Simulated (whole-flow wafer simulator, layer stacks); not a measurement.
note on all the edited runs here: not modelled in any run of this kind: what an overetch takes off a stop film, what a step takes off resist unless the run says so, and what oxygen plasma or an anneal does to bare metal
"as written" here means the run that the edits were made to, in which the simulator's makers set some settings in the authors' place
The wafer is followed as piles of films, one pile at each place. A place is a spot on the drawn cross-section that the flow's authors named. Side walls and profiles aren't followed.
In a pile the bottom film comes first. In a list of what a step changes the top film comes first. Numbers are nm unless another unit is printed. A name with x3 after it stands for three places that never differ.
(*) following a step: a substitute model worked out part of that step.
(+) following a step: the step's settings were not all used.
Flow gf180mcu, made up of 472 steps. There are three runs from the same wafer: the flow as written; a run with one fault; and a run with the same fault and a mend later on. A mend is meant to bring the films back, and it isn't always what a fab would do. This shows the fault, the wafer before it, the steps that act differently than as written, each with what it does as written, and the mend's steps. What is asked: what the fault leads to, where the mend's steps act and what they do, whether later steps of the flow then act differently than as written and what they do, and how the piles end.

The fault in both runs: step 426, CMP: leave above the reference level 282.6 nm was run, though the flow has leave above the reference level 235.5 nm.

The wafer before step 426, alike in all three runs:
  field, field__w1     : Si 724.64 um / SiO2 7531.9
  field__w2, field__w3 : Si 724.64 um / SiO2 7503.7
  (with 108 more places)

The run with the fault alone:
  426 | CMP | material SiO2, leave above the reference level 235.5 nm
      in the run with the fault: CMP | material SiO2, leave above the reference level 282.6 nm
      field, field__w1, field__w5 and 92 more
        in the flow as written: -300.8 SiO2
        in the run with the fault: -253.7 SiO2
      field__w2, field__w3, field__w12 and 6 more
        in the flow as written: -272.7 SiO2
        in the run with the fault: -225.6 SiO2
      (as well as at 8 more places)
  Steps later in the flow that act otherwise than as written (2 other steps are not shown; they differ only slightly, by no more than 2% or 0.5 nm, whichever is larger):
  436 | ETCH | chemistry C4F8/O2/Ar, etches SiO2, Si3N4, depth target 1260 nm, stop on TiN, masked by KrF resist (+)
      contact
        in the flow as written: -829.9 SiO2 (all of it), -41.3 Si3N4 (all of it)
        in the run with the fault: -877 SiO2 (all of it), -41.3 Si3N4 (all of it)
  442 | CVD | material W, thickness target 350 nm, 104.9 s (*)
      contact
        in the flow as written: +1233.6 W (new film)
        in the run with the fault: +1281 W (new film)
  By the end, the piles at field__w4, field__w8, contact, m1, m1__w1, mim, mim_1p0, m1_nw depart from the flow's by more than 2% or 0.5 nm, whichever is larger.
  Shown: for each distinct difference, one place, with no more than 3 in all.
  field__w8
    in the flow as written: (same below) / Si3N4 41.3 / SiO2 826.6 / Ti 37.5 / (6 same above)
    in the run with the fault: (same below) / Si3N4 41.3 / SiO2 873.7 / Ti 37.5 / (6 same above)
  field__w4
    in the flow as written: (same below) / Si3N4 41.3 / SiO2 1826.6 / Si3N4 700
    in the run with the fault: (same below) / Si3N4 41.3 / SiO2 1873.7 / Si3N4 700
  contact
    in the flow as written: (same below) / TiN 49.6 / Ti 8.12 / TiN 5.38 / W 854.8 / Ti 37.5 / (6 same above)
    in the run with the fault: (same below) / TiN 49.6 / Ti 7.9 / TiN 5.24 / W 902.3 / Ti 37.5 / (6 same above)

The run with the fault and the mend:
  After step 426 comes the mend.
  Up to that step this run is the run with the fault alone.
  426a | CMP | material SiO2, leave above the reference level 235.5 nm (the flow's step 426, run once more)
      field, field__w1, field__w2 and 109 more
        -47.1 SiO2
  Later steps of the flow that are run all act as written at every place that is followed.
  By the end, the piles equal the flow's at every place that both follow.
